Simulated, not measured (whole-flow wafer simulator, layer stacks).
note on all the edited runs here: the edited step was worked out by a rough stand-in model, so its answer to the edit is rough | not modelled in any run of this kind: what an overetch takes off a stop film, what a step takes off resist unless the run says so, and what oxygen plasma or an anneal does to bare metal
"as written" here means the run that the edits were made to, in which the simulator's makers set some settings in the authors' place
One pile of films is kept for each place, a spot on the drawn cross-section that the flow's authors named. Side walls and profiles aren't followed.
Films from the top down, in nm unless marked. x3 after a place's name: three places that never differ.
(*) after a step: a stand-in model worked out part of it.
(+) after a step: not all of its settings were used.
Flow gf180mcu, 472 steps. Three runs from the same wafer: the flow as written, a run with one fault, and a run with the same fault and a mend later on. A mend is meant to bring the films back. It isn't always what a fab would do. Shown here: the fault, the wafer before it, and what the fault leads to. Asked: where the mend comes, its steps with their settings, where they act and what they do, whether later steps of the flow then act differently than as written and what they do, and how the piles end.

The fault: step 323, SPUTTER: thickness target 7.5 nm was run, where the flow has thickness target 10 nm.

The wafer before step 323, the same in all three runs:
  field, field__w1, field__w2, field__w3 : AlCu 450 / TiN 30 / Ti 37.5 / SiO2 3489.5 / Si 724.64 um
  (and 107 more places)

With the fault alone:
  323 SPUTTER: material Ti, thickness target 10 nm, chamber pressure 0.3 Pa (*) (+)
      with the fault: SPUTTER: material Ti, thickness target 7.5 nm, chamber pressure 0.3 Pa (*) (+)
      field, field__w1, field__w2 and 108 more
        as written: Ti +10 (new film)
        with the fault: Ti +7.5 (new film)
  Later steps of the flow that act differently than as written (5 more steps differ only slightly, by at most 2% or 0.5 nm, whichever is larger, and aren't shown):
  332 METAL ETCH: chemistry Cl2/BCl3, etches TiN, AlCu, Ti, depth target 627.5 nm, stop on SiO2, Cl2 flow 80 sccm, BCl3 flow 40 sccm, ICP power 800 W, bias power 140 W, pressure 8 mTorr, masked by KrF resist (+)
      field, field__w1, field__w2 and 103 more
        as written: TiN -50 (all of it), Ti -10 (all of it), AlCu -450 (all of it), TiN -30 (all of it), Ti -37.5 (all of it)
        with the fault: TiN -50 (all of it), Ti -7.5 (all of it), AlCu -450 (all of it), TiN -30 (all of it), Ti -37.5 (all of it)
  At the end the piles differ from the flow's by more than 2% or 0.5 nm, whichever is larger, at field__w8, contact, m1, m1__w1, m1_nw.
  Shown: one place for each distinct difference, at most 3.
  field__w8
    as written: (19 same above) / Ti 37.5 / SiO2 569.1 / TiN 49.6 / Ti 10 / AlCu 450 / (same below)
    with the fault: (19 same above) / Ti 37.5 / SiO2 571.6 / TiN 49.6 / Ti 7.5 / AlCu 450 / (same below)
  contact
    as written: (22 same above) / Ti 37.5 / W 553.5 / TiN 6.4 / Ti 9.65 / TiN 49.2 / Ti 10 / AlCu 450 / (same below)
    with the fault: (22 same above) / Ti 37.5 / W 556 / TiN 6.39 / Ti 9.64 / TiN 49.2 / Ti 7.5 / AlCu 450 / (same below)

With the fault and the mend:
  The mend comes after step 323.
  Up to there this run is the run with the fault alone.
  323a SPUTTER: material Ti, thickness target 2.5 nm, chamber pressure 0.3 Pa (*) (+) (the flow's step 323 once more, with other settings)
      field, field__w1, field__w2 and 108 more
        Ti +2.5
  No later step of the flow acts differently than as written at any place that is followed.
  At the end the piles are the same as the flow's at every place that both follow.
